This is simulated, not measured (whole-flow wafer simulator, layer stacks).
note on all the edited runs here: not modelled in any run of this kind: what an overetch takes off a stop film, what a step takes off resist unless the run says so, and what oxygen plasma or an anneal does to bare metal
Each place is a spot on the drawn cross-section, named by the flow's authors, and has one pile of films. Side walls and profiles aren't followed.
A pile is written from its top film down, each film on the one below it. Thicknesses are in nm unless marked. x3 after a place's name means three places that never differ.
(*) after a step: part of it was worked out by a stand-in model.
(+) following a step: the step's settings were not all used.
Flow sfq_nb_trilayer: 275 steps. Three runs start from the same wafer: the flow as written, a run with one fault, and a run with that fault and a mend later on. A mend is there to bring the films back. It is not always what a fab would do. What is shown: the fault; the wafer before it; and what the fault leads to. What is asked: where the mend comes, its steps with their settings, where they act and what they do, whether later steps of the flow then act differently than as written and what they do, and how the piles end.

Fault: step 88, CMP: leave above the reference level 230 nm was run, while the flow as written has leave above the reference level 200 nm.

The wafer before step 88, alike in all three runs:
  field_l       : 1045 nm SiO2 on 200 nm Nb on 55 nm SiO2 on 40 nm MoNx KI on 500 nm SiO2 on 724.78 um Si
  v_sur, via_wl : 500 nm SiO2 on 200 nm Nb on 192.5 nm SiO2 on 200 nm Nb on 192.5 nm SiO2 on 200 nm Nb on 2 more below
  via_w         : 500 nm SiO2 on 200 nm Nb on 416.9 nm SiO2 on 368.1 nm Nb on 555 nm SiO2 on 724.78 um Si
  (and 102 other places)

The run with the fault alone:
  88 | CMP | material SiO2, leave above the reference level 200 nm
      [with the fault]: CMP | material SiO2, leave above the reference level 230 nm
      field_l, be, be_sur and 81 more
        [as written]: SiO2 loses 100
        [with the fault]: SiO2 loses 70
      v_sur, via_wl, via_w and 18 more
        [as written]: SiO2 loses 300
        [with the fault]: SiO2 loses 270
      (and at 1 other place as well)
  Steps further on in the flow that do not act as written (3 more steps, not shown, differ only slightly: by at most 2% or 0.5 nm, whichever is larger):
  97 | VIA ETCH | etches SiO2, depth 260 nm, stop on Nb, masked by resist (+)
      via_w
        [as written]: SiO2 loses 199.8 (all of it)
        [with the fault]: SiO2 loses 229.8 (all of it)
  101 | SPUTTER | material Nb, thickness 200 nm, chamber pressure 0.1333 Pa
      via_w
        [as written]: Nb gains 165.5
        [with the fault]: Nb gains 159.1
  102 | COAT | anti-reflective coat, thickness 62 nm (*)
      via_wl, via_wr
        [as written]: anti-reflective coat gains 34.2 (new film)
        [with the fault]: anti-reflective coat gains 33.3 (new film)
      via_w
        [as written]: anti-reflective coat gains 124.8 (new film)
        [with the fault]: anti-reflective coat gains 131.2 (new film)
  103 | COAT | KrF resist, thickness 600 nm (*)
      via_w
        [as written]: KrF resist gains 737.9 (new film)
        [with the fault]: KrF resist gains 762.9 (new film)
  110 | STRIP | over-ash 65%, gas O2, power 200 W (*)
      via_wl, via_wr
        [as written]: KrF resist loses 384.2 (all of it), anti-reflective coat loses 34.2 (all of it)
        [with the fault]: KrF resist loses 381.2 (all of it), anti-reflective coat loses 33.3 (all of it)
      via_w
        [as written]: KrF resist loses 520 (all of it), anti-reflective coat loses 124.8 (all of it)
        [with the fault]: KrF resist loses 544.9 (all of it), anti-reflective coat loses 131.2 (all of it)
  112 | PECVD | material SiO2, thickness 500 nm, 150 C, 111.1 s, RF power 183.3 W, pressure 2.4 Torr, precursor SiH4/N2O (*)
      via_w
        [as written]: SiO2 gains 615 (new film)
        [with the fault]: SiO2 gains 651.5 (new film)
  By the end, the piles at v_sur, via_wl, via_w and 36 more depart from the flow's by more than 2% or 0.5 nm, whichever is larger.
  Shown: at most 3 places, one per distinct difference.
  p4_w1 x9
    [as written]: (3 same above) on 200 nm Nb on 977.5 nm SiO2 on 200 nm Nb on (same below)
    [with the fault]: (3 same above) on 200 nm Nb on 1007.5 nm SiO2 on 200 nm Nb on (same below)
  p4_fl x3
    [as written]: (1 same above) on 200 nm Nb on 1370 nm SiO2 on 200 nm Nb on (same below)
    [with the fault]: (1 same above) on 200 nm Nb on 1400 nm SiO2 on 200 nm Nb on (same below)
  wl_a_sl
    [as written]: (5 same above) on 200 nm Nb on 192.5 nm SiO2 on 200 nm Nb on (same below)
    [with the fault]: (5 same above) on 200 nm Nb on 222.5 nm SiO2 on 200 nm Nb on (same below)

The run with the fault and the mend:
  The mend stands after step 95.
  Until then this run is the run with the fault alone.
  95a | STRIP | over-ash 65%, gas O2, power 200 W (*)
      field_l, v_sur, via_wl and 102 more
        KrF resist loses 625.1 (all of it), anti-reflective coat loses 62 (all of it)
      via_w
        anti-reflective coat loses 62 (all of it)
  95b | CMP | material SiO2, leave above the reference level 200 nm (a further turn of the flow's step 88)
      field_l, v_sur, via_wl and 103 more
        SiO2 loses 30
  95c | COAT | anti-reflective coat, thickness 62 nm (a further turn of the flow's step 90)
      field_l, v_sur, via_wl and 103 more
        anti-reflective coat gains 62 (new film)
  95d | COAT | KrF resist, thickness 650 nm (a further turn of the flow's step 91)
      field_l, v_sur, via_wl and 103 more
        KrF resist gains 650 (new film)
  95e | SOFTBAKE | KrF resist (a further turn of the flow's step 92)
      leaves every film unchanged at each place that is followed
  95f | EXPOSE | photomask I2, dose 11.91 mJ/cm2, NA 0.6, wavelength 248 nm (*) (a further turn of the flow's step 93)
      leaves every film unchanged at each place that is followed
  95g | PEB | KrF resist, 90 s (a further turn of the flow's step 94)
      field_l, v_sur, via_wl and 103 more
        KrF resist loses 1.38
  95h | DEVELOP | KrF resist, thickness 650 nm, 60 s (a further turn of the flow's step 95)
      field_l, v_sur, via_wl and 102 more
        KrF resist loses 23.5
      via_w
        KrF resist loses 648.6 (all of it)
  Every later step of the flow that is run acts as written at every place that is followed.
  At every place that both follow, the piles at the end match the flow's.
